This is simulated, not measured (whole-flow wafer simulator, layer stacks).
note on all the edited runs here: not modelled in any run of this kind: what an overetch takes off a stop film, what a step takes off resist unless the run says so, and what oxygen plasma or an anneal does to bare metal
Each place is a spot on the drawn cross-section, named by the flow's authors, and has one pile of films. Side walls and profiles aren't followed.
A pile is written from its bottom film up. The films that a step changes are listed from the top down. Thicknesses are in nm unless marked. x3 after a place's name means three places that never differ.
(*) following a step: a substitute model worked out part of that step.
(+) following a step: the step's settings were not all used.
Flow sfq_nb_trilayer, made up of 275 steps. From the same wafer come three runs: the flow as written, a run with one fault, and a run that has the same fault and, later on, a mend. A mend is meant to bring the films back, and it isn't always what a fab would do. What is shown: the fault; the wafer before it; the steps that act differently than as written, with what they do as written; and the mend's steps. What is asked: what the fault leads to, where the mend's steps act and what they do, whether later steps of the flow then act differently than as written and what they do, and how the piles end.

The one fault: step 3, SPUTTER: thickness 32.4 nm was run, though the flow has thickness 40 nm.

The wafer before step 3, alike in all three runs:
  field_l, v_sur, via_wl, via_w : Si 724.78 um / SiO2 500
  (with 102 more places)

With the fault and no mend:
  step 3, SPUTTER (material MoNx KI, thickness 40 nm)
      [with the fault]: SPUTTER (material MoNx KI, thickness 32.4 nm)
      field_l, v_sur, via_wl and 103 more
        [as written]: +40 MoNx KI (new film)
        [with the fault]: +32.4 MoNx KI (new film)
  Later steps of the flow acting differently than as written (9 other steps are not shown; they differ only slightly, by no more than 2% or 0.5 nm, whichever is larger):
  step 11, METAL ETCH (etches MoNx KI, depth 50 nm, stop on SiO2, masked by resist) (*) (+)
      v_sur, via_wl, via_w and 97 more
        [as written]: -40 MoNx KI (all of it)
        [with the fault]: -32.4 MoNx KI (all of it)
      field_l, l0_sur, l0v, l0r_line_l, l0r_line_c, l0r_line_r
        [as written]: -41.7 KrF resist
        [with the fault]: -40.5 KrF resist
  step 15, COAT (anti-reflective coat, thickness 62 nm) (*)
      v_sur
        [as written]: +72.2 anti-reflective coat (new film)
        [with the fault]: +70.3 anti-reflective coat (new film)
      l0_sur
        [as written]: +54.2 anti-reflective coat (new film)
        [with the fault]: +55.5 anti-reflective coat (new film)
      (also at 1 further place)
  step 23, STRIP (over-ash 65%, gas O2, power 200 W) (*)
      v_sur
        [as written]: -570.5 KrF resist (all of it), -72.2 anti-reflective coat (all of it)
        [with the fault]: -568.3 KrF resist (all of it), -70.3 anti-reflective coat (all of it)
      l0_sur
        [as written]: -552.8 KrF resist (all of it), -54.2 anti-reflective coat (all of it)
        [with the fault]: -554.2 KrF resist (all of it), -55.5 anti-reflective coat (all of it)
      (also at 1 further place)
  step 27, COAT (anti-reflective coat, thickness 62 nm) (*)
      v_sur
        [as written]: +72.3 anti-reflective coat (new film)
        [with the fault]: +70.4 anti-reflective coat (new film)
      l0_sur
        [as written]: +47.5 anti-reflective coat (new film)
        [with the fault]: +48.5 anti-reflective coat (new film)
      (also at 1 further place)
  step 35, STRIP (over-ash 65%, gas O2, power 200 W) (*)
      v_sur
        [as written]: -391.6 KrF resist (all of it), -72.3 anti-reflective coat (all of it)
        [with the fault]: -389.7 KrF resist (all of it), -70.4 anti-reflective coat (all of it)
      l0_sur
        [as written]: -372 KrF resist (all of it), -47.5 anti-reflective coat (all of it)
        [with the fault]: -373.8 KrF resist (all of it), -48.5 anti-reflective coat (all of it)
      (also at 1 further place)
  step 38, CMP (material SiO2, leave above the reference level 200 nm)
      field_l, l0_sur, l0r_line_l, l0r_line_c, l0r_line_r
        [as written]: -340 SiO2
        [with the fault]: -332.4 SiO2
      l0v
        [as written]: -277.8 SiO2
        [with the fault]: -270.2 SiO2
  The piles end different from the flow's at field_l, l0_sur, l0v, l0r_line_l, l0r_line_c, l0r_line_r by more than 2% or 0.5 nm, whichever is larger.
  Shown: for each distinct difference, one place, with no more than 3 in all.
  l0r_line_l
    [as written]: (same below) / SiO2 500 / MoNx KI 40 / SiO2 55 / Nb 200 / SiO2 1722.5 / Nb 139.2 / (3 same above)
    [with the fault]: (same below) / SiO2 500 / MoNx KI 32.4 / SiO2 55 / Nb 200 / SiO2 1730.1 / Nb 139.2 / (3 same above)
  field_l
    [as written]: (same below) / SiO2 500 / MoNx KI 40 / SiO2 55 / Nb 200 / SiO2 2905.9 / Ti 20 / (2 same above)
    [with the fault]: (same below) / SiO2 500 / MoNx KI 32.4 / SiO2 55 / Nb 200 / SiO2 2913.5 / Ti 20 / (2 same above)
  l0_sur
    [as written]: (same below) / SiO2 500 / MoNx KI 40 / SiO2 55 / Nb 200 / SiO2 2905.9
    [with the fault]: (same below) / SiO2 500 / MoNx KI 32.4 / SiO2 55 / Nb 200 / SiO2 2913.5

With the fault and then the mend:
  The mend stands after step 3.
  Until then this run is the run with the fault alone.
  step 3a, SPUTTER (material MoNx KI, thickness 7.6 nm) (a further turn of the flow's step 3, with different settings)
      field_l, v_sur, via_wl and 103 more
        +7.6 MoNx KI
  Every later step of the flow that is run acts as written at every place that is followed.
  At every place that both follow, the piles at the end match the flow's.
